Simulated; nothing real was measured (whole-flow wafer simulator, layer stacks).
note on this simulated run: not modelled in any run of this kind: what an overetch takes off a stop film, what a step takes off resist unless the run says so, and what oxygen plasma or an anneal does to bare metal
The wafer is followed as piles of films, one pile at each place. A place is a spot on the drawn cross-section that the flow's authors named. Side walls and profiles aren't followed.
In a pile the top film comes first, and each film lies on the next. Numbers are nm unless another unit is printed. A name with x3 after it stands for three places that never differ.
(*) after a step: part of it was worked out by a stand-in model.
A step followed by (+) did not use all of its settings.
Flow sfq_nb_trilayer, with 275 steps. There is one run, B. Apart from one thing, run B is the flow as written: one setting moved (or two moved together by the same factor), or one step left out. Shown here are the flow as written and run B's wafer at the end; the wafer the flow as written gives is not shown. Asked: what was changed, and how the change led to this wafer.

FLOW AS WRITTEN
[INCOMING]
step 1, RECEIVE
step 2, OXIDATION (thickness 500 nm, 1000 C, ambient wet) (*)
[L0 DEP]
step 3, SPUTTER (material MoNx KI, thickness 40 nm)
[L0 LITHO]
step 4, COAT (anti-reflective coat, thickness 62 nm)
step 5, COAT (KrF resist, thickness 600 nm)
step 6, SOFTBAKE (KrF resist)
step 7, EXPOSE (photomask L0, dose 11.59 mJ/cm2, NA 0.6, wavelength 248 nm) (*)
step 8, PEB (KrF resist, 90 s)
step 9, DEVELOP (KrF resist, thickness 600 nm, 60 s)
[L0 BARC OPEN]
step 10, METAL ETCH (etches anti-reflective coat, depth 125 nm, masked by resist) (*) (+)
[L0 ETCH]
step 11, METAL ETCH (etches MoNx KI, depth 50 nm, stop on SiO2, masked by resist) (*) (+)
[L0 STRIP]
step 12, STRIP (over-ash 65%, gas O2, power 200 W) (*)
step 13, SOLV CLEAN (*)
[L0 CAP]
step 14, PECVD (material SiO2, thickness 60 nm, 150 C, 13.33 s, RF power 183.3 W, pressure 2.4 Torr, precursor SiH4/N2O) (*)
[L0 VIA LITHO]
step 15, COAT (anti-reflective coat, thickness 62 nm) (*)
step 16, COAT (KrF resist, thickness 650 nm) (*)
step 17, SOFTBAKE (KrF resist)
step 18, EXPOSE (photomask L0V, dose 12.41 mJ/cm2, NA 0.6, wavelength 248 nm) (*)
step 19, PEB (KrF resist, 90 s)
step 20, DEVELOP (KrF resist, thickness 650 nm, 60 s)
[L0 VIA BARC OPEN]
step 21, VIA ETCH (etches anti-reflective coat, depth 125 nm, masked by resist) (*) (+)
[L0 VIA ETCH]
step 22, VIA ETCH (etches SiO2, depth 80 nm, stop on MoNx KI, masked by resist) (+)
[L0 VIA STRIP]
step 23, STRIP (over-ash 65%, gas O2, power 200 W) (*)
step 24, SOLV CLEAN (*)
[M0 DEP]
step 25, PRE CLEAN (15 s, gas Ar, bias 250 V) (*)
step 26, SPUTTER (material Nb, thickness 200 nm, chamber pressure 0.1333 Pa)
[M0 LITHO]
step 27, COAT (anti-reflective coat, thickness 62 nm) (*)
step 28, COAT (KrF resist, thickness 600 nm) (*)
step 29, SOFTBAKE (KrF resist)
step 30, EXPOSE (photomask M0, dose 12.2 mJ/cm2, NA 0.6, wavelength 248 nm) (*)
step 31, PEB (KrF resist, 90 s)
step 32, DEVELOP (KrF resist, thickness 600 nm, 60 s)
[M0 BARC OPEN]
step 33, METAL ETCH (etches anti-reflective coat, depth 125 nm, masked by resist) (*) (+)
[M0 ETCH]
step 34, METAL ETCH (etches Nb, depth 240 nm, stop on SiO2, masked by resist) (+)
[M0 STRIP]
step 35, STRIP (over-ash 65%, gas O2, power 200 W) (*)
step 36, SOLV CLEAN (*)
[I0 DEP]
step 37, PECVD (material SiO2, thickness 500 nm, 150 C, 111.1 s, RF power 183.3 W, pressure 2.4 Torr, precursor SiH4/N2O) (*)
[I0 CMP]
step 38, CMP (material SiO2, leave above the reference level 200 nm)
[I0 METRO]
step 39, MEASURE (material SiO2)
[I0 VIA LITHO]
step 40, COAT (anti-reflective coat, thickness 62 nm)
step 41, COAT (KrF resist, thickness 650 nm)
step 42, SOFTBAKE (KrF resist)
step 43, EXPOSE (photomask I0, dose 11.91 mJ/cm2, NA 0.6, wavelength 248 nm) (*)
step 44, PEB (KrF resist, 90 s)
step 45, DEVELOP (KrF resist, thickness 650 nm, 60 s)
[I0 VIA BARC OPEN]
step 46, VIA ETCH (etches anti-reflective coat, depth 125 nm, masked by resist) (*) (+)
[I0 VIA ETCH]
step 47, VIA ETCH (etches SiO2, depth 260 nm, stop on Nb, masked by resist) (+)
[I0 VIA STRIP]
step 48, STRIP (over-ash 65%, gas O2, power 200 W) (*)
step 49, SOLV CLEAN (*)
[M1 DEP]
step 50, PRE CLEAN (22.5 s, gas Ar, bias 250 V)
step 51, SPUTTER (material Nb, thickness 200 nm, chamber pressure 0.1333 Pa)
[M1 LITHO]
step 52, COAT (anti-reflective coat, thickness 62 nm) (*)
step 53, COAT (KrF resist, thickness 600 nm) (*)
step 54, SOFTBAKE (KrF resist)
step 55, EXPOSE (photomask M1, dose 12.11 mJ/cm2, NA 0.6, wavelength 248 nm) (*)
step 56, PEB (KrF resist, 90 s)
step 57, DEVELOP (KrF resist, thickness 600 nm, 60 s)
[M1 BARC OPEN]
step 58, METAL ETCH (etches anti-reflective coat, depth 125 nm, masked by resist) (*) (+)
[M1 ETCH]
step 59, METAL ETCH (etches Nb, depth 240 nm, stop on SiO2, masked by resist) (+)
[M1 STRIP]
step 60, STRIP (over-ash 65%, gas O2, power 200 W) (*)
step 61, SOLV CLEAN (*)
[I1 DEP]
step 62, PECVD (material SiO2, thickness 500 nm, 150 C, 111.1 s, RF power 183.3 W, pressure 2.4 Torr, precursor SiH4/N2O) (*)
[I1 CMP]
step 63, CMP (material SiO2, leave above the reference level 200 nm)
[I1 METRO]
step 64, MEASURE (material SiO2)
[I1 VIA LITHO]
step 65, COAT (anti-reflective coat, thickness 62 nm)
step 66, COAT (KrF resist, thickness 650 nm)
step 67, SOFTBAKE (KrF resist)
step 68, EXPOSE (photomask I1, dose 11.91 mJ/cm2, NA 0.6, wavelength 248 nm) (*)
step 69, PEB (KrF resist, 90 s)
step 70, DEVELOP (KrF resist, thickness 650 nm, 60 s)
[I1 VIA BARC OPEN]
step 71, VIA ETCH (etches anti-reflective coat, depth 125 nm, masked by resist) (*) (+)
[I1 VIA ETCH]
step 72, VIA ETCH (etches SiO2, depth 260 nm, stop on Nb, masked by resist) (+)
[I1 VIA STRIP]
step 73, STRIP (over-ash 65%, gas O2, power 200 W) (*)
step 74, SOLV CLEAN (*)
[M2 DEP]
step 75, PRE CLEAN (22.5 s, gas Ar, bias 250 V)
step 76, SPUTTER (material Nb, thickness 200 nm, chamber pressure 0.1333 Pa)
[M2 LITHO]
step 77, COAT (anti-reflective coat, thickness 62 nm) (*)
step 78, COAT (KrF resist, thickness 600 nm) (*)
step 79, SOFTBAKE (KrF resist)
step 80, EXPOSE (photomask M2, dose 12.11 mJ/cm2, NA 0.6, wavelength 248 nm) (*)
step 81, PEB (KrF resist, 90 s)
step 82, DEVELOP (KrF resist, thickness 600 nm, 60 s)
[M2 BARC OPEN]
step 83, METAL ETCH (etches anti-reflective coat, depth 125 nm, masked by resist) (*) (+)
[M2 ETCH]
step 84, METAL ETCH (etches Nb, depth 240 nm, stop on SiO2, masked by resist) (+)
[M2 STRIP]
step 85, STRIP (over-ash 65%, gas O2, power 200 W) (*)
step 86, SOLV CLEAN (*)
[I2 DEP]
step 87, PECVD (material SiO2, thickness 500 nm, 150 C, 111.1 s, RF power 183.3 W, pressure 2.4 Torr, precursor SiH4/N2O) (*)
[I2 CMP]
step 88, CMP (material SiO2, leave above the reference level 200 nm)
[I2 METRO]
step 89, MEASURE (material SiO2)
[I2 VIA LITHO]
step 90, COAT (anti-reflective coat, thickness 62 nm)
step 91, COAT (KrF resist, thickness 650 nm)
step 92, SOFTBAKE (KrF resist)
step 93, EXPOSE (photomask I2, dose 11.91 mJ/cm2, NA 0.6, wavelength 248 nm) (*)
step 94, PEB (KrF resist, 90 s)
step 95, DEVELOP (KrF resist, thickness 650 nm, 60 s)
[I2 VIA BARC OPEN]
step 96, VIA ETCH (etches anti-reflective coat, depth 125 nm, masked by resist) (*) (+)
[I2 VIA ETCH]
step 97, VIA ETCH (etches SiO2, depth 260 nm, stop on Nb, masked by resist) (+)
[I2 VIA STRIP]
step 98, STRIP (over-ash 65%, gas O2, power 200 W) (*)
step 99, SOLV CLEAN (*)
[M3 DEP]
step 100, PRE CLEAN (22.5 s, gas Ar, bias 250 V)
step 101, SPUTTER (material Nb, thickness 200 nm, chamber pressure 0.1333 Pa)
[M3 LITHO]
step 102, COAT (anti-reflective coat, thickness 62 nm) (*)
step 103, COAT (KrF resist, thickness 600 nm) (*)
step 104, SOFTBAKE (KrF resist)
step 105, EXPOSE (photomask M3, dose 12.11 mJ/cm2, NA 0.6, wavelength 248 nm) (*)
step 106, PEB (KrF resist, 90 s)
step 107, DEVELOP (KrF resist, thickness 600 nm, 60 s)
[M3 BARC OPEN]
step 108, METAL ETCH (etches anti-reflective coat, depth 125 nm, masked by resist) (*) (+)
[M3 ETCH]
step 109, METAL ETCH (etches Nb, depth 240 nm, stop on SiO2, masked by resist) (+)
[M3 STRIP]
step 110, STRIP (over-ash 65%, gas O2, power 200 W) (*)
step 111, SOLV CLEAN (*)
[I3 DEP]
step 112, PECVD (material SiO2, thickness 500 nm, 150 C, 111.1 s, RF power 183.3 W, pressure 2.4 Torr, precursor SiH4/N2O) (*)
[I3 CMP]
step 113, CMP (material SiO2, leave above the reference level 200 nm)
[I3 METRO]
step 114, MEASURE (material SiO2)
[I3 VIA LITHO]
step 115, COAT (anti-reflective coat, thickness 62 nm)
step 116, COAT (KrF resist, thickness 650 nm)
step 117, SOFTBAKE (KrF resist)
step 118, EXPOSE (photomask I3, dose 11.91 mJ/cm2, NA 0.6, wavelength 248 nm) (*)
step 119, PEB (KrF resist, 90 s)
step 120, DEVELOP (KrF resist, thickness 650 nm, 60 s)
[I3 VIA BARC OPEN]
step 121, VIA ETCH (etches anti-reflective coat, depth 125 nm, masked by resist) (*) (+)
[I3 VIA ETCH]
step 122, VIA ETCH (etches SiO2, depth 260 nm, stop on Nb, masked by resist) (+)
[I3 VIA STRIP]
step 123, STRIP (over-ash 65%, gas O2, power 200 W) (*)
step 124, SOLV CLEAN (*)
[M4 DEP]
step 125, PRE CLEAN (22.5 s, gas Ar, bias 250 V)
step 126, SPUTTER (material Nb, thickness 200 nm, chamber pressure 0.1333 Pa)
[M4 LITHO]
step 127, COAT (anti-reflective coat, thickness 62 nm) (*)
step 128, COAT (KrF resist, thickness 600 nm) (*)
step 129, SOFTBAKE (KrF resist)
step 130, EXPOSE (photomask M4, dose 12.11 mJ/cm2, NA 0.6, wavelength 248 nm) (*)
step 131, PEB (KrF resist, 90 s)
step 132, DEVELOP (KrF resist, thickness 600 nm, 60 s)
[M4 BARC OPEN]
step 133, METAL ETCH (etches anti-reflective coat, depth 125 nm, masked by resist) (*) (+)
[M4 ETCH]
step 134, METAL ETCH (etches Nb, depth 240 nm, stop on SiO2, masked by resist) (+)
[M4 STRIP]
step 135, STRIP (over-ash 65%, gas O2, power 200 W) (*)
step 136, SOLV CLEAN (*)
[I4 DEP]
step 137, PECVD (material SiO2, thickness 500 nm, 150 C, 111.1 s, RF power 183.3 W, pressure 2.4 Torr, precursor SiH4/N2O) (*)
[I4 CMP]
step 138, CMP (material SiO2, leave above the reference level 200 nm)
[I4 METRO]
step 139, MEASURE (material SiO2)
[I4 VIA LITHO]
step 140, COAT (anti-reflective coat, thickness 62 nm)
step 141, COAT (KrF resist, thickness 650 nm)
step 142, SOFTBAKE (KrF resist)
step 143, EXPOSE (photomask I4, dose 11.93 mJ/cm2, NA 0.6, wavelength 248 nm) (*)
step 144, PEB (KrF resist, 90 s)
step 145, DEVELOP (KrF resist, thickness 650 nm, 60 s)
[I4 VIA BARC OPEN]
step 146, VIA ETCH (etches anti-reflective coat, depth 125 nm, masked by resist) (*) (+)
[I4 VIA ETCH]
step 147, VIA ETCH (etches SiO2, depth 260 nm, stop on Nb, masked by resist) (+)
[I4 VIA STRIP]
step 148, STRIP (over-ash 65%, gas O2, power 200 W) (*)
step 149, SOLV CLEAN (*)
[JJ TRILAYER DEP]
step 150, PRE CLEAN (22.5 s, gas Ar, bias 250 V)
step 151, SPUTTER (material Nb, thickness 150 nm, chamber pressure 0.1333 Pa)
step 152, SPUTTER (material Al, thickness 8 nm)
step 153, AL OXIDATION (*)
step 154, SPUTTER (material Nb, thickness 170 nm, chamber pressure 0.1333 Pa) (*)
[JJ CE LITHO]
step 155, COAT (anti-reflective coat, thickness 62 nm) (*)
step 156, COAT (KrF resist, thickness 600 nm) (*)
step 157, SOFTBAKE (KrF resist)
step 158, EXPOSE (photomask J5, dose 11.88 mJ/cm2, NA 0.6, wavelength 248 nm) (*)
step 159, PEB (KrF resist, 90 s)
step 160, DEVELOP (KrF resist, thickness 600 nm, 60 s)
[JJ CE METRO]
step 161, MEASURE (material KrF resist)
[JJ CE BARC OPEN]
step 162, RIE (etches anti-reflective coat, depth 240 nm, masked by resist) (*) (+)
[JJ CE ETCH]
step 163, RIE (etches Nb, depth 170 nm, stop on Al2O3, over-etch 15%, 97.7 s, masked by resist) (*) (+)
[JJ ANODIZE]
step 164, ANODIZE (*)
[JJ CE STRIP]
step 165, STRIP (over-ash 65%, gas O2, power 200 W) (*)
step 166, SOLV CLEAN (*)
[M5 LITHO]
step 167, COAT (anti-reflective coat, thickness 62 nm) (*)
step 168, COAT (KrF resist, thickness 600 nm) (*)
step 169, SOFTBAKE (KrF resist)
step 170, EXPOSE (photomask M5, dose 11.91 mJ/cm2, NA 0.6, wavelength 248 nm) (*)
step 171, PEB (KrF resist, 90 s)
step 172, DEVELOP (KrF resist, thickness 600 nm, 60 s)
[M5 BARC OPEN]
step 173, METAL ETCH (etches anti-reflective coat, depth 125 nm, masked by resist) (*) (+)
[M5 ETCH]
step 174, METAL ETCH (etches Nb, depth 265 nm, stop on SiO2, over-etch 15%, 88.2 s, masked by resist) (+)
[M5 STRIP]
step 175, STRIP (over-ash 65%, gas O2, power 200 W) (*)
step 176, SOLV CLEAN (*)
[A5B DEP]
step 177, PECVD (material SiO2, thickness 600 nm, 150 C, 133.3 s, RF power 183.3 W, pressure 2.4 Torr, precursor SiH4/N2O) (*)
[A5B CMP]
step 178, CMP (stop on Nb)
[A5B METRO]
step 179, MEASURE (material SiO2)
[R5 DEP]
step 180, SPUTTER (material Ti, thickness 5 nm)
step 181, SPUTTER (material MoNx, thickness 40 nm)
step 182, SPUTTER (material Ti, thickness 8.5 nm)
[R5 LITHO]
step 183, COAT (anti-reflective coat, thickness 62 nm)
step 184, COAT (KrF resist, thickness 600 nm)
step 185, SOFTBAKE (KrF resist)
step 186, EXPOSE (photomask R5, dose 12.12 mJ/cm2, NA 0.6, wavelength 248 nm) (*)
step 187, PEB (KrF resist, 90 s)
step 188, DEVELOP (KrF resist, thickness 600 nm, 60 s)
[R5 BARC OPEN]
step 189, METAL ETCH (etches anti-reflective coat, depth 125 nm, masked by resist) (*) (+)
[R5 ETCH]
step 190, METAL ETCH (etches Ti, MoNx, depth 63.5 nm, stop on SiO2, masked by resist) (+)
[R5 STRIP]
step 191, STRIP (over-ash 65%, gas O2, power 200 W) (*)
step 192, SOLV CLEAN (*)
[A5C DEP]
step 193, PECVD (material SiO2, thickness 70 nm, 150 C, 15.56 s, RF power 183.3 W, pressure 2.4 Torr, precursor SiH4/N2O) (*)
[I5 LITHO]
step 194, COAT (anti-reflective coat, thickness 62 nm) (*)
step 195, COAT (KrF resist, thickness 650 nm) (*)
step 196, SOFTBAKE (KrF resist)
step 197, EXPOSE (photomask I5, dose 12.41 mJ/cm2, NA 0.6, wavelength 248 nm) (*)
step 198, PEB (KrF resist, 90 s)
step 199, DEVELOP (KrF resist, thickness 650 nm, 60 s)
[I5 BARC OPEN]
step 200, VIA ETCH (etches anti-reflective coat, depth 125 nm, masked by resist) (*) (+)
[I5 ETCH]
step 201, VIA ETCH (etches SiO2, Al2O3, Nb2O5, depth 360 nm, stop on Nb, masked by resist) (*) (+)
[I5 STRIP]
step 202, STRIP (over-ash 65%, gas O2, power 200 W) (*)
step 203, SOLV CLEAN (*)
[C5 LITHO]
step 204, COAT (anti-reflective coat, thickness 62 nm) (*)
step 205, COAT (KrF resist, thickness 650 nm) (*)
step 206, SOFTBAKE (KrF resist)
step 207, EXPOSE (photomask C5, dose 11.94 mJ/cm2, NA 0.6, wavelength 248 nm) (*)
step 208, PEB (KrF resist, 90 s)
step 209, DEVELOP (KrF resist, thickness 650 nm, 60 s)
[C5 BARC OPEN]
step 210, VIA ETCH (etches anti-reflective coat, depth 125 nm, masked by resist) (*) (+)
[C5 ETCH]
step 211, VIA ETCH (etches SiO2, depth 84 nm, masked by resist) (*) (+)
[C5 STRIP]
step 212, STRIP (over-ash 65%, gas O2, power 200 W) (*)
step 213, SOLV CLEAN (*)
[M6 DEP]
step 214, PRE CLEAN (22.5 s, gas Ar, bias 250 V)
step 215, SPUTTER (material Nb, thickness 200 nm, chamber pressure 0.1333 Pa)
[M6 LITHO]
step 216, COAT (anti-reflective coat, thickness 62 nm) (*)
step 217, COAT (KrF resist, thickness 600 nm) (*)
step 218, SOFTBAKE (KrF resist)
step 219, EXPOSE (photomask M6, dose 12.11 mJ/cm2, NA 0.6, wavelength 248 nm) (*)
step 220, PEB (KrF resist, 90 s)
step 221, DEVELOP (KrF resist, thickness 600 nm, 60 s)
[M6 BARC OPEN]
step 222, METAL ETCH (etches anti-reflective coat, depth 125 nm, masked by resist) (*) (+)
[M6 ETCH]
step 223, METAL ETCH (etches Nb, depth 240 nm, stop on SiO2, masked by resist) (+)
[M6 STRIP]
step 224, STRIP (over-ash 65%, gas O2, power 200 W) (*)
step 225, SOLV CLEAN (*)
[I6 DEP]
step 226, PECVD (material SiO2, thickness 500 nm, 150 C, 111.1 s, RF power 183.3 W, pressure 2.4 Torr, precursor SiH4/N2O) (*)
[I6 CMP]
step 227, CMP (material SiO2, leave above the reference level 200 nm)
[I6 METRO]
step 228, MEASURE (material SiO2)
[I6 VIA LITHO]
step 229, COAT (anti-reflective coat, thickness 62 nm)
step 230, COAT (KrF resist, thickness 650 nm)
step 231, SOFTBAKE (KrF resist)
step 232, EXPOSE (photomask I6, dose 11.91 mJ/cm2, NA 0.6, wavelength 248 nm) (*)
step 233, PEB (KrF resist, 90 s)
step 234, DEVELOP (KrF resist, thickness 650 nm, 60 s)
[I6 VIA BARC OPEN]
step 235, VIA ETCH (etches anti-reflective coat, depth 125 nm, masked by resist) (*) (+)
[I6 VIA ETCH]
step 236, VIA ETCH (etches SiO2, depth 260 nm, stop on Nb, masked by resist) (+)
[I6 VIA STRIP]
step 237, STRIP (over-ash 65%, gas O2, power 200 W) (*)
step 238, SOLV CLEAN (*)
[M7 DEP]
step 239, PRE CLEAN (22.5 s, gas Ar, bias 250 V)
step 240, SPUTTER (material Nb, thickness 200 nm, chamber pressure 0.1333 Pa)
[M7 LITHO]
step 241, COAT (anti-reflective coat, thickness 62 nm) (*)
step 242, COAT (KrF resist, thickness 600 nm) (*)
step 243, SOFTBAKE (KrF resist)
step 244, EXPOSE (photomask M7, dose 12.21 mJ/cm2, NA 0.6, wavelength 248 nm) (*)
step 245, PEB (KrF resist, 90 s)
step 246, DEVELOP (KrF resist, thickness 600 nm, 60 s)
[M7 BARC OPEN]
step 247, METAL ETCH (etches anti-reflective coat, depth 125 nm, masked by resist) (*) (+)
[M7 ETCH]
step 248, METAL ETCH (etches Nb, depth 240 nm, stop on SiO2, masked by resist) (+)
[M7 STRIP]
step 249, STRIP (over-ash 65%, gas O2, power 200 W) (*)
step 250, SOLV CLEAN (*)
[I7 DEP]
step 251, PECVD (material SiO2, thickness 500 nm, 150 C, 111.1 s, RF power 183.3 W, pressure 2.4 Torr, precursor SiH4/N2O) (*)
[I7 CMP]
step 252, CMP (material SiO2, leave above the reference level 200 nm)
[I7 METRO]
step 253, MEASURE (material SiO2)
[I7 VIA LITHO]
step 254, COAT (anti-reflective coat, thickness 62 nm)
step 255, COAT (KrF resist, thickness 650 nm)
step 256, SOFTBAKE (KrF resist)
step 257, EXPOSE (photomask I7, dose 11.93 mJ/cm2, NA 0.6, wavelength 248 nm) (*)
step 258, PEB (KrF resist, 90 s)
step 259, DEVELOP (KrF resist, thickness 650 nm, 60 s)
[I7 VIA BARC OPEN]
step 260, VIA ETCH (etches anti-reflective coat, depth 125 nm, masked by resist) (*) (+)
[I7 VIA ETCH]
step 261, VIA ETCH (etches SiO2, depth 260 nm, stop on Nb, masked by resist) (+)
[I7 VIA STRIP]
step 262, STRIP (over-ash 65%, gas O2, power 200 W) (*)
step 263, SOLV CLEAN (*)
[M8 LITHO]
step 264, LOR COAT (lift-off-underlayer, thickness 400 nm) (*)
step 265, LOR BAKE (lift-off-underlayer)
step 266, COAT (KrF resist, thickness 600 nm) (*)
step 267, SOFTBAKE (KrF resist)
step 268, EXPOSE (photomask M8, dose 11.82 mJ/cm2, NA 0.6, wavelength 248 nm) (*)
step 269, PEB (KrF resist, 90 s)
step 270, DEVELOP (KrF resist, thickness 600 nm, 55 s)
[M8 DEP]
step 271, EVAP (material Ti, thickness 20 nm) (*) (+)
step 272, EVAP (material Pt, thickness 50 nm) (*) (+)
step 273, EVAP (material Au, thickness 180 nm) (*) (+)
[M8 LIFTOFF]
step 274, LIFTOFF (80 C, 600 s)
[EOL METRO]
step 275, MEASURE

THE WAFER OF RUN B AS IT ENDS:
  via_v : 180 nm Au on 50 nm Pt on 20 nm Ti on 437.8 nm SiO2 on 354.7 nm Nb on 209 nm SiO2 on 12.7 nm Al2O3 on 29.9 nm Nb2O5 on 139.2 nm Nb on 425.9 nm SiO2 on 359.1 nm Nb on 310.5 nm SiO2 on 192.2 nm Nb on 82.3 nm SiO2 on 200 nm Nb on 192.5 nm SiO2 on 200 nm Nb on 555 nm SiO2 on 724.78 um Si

Cause: step 72, VIA ETCH: depth 110 nm was run, while the flow as written has depth 260 nm.

The path from the change to this, step by step:
  step 72, VIA ETCH (etches SiO2, depth 260 nm, stop on Nb, masked by resist) (+)
      via_v: SiO2 loses 110 (it would be, as written: SiO2 loses 199.8 (all of it))
      field_l, v_sur, via_wl and 102 more: KrF resist loses 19 (it would be, as written: KrF resist loses 44.8)
  step 73, STRIP (over-ash 65%, gas O2, power 200 W) (*)
      field_l, v_sur, via_wl and 102 more: KrF resist loses 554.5 (all of it), anti-reflective coat loses 62 (all of it) (it would be, as written: KrF resist loses 528.6 (all of it), anti-reflective coat loses 62 (all of it))
  step 75, PRE CLEAN (22.5 s, gas Ar, bias 250 V)
      via_v: SiO2 loses 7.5 (it would be, as written: Nb loses 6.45)
  step 76, SPUTTER (material Nb, thickness 200 nm, chamber pressure 0.1333 Pa)
      via_v: Nb gains 192.2 (new film) (it would be, as written: Nb gains 174.5)
  step 77, COAT (anti-reflective coat, thickness 62 nm) (*)
      via_sp: anti-reflective coat gains 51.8 (new film) (it would be, as written: anti-reflective coat gains 53.2 (new film))
      via_v: anti-reflective coat gains 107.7 (new film) (it would be, as written: anti-reflective coat gains 123.1 (new film))
      (as well as at 1 more place)
  step 78, COAT (KrF resist, thickness 600 nm) (*)
      via_v: KrF resist gains 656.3 (new film) (it would be, as written: KrF resist gains 733.7 (new film))
  step 85, STRIP (over-ash 65%, gas O2, power 200 W) (*)
      via_sp: KrF resist loses 382.6 (all of it), anti-reflective coat loses 51.8 (all of it) (it would be, as written: KrF resist loses 374.4 (all of it), anti-reflective coat loses 53.2 (all of it))
      via_v: KrF resist loses 438.6 (all of it), anti-reflective coat loses 107.7 (all of it) (it would be, as written: KrF resist loses 515.8 (all of it), anti-reflective coat loses 123.1 (all of it))
      (as well as at 1 more place)
  step 87, PECVD (material SiO2, thickness 500 nm, 150 C, 111.1 s, RF power 183.3 W, pressure 2.4 Torr, precursor SiH4/N2O) (*)
      via_v: SiO2 gains 500 (new film) (it would be, as written: SiO2 gains 606 (new film))
With metal films that touch counted as one body, via_v has 7 bodies (between them, from the top down: SiO2 437.8; SiO2 209 / Al2O3 12.7 / Nb2O5 29.9; SiO2 425.9; SiO2 310.5; SiO2 82.3; SiO2 192.5); the flow as written gives 6 bodies (between them, from the top down: SiO2 437.8; SiO2 209 / Al2O3 12.7 / Nb2O5 29.9; SiO2 425.9; SiO2 416.9; SiO2 192.5).
